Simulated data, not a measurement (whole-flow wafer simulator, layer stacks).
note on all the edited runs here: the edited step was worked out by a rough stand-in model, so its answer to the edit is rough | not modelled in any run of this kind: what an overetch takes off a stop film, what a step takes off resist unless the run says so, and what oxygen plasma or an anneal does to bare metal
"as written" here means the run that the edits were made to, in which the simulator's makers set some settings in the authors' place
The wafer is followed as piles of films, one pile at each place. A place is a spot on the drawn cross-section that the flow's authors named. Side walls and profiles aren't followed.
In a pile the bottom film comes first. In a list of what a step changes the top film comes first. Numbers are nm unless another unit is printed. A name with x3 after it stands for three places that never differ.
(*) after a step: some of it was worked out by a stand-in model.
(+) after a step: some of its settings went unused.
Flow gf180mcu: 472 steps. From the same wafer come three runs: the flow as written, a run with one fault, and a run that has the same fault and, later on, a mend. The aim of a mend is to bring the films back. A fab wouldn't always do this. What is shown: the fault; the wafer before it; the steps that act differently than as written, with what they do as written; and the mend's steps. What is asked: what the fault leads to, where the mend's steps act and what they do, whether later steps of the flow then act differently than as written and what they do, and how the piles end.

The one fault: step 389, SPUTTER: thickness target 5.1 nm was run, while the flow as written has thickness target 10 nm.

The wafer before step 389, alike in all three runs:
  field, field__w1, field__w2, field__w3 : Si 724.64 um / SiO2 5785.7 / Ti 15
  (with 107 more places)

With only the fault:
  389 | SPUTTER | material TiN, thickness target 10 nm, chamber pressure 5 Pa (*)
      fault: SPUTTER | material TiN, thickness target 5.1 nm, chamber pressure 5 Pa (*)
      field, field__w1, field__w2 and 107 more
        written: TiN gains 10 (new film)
        fault: TiN gains 5.1 (new film)
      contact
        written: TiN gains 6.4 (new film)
        fault: TiN gains 3.27 (new film)
  Steps later in the flow that act otherwise than as written (1 more step, not shown, differs only slightly: by at most 2% or 0.5 nm, whichever is larger):
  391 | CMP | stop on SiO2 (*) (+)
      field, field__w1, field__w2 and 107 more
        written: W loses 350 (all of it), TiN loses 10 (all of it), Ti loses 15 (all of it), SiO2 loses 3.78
        fault: W loses 350 (all of it), TiN loses 5.1 (all of it), Ti loses 15 (all of it), SiO2 loses 3.73
  At contact, the piles at the end differ from the flow's by more than 2% or 0.5 nm, whichever is larger.
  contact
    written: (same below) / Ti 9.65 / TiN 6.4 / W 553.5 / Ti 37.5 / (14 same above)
    fault: (same below) / Ti 9.65 / TiN 3.27 / W 556.7 / Ti 37.5 / (14 same above)

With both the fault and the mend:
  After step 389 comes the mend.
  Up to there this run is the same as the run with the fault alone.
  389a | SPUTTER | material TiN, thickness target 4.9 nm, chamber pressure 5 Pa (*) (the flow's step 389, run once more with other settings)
      field, field__w1, field__w2 and 107 more
        TiN gains 4.9
      contact
        TiN gains 3.14
  None of the later steps of the flow acts differently than as written at any place that is followed.
  At every place that both follow, the piles at the end match the flow's.
